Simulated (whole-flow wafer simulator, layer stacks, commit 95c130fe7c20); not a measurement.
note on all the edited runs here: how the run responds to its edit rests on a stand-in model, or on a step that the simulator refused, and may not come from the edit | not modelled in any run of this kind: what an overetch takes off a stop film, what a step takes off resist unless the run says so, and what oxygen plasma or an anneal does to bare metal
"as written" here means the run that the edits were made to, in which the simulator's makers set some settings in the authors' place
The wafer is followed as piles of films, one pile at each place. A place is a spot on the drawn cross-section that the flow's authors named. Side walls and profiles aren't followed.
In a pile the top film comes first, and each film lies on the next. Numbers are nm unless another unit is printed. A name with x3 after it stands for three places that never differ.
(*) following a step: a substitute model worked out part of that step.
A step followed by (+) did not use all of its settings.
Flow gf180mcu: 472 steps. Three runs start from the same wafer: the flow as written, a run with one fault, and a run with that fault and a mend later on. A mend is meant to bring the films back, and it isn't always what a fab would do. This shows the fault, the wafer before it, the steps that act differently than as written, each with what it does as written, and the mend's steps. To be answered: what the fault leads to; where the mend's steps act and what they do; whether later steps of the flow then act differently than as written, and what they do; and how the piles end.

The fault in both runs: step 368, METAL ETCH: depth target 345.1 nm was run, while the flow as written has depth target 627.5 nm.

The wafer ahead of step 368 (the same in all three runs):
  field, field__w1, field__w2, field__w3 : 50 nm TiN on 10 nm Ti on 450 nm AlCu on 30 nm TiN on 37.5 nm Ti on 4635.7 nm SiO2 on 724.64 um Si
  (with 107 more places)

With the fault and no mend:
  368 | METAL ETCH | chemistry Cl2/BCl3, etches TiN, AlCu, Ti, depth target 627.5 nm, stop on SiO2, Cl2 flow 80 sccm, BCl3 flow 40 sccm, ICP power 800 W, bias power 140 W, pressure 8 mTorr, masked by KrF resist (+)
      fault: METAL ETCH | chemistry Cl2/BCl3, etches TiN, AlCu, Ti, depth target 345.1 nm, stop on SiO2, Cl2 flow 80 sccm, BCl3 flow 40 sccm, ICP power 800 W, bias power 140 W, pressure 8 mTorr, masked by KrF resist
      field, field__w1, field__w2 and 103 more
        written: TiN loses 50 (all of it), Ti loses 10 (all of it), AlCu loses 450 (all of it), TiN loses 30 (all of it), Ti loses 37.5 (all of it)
        fault: TiN loses 50 (all of it), Ti loses 10 (all of it), AlCu loses 285.1
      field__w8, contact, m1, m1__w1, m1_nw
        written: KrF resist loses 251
        fault: KrF resist loses 138
  Later steps of the flow acting differently than as written:
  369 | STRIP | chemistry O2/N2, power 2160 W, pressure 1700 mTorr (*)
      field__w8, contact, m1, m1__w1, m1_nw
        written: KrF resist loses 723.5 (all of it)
        fault: KrF resist loses 836.5 (all of it)
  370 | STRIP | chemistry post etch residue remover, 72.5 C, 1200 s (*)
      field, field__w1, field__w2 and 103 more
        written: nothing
        fault: AlCu loses 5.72
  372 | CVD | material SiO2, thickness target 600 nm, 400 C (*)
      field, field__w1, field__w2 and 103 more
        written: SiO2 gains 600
        fault: SiO2 gains 600 (new film)
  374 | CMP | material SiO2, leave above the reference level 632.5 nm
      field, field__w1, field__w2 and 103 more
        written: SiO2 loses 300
        fault: SiO2 loses 526.7
  By the end, the piles at field, field__w1, field__w2 and 104 more depart from the flow's by more than 2% or 0.5 nm, whichever is larger.
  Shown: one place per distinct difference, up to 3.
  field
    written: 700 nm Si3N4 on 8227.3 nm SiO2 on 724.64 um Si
    fault: 700 nm Si3N4 on 3364.9 nm SiO2 on 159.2 nm AlCu on 30 nm TiN on 37.5 nm Ti on 4635.7 nm SiO2 on 724.64 um Si
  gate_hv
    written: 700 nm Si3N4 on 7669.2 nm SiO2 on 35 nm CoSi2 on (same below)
    fault: 700 nm Si3N4 on 3364.9 nm SiO2 on 159.2 nm AlCu on 30 nm TiN on 37.5 nm Ti on 4077.6 nm SiO2 on 35 nm CoSi2 on (same below)
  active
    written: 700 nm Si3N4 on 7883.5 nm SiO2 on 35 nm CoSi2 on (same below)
    fault: 700 nm Si3N4 on 3364.9 nm SiO2 on 159.2 nm AlCu on 30 nm TiN on 37.5 nm Ti on 4291.9 nm SiO2 on 35 nm CoSi2 on (same below)

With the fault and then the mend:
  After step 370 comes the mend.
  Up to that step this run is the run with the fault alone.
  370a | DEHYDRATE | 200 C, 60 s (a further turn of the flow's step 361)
      does not change any film at any place that is followed
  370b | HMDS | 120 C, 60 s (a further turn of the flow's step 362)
      does not change any film at any place that is followed
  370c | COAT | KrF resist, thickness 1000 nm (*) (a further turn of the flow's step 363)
      iso_ptap_pw, iso_ntap_nw, iso_nw_fld and 33 more
        KrF resist gains 1000 (new film)
      field_sub__w2, field_sub__w4, active and 12 more
        KrF resist gains 1002.2 (new film)
      p_well, sti, gate and 7 more
        KrF resist gains 1002.4 (new film)
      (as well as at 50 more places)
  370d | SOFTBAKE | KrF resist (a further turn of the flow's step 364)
      does not change any film at any place that is followed
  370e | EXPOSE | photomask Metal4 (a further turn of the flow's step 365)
      does not change any film at any place that is followed
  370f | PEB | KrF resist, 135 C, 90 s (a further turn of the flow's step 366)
      field__w1, field__w2, field__w3 and 58 more
        KrF resist loses 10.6
      iso_ptap_pw, iso_ntap_nw, iso_nw_fld and 33 more
        KrF resist loses 10.5
      sd_p, gate_p, nw_sep_fld, polyc_n
        KrF resist loses 10.7
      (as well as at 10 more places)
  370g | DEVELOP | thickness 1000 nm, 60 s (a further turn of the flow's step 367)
      iso_ptap_pw, iso_ntap_nw, iso_nw_fld and 33 more
        KrF resist loses 989.5 (all of it)
      field__w6, field__w10, field_sub__w2 and 10 more
        KrF resist loses 991.6 (all of it)
      field__w5, field__w9, field_sub__w1 and 9 more
        KrF resist loses 991.7 (all of it)
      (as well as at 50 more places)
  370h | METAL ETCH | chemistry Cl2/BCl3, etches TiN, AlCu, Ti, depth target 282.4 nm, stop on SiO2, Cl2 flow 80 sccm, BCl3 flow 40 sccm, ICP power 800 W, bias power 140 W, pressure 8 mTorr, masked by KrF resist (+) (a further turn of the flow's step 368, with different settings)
      field, field__w1, field__w2 and 103 more
        AlCu loses 159.2 (all of it), TiN loses 30 (all of it), Ti loses 37.5 (all of it)
      field__w8, contact, m1, m1__w1, m1_nw
        KrF resist loses 113
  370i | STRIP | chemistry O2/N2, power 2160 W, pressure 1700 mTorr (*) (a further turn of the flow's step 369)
      field__w8, m1
        KrF resist loses 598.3 (all of it)
      contact
        KrF resist loses 596.4 (all of it)
      m1__w1
        KrF resist loses 607.3 (all of it)
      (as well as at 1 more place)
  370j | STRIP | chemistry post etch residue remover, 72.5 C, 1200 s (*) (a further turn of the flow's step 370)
      field__w8, contact, m1, m1__w1, m1_nw
        TiN loses 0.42
  None of the later steps of the flow differs from how it acts as written, at any place that is followed, by more than 2% or 0.5 nm, whichever is larger.
  When the end is reached, the piles differ only a little from the flow's at the places that both follow, at most by 2% or 0.5 nm, whichever is larger.
